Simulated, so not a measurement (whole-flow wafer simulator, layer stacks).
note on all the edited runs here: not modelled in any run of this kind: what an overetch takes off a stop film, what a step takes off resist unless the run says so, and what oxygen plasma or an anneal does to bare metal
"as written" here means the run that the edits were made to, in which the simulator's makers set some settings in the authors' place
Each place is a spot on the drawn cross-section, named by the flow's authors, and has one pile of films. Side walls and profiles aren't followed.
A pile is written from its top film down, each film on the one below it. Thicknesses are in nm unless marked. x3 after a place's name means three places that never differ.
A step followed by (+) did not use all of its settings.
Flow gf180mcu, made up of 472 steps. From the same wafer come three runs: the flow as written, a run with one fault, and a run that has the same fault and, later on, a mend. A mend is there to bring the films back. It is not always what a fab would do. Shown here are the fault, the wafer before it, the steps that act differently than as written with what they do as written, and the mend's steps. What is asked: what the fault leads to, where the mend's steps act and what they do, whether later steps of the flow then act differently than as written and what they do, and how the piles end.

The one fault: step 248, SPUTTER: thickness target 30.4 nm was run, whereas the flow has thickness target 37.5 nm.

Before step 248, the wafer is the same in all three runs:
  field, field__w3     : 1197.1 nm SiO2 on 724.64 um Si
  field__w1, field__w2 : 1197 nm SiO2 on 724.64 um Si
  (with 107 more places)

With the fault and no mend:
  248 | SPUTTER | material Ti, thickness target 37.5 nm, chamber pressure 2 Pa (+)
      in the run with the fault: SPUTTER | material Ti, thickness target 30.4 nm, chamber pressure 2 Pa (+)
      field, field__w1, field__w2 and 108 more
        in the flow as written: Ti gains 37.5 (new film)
        in the run with the fault: Ti gains 30.4 (new film)
  Steps further on in the flow that do not act as written:
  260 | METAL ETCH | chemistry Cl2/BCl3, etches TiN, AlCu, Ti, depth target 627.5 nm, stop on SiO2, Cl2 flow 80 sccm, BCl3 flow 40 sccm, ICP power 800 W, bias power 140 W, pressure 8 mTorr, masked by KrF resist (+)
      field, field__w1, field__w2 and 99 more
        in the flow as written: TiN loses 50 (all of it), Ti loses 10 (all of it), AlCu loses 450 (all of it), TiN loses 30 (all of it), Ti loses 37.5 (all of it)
        in the run with the fault: TiN loses 50 (all of it), Ti loses 10 (all of it), AlCu loses 450 (all of it), TiN loses 30 (all of it), Ti loses 30.4 (all of it)
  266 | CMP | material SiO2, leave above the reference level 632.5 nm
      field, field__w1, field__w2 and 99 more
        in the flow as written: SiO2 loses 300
        in the run with the fault: SiO2 loses 307.1
  At field__w8, contact, m1 and 6 more, the piles at the end differ from the flow's by more than 2% or 0.5 nm, whichever is larger.
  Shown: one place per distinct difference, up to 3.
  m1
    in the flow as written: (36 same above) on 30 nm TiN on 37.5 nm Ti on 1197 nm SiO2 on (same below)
    in the run with the fault: (36 same above) on 30 nm TiN on 30.4 nm Ti on 1197 nm SiO2 on (same below)
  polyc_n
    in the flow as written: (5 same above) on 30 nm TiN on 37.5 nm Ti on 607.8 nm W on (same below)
    in the run with the fault: (5 same above) on 30 nm TiN on 30.4 nm Ti on 607.8 nm W on (same below)
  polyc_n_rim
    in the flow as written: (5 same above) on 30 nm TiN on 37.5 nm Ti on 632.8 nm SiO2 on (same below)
    in the run with the fault: (5 same above) on 30 nm TiN on 30.4 nm Ti on 632.8 nm SiO2 on (same below)

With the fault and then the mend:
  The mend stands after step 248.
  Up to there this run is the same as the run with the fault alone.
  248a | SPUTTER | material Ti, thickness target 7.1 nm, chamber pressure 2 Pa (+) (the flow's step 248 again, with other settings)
      field, field__w1, field__w2 and 108 more
        Ti gains 7.1
  Every later step of the flow that is run acts as written at every place that is followed.
  At every place that both follow, the piles at the end match the flow's.
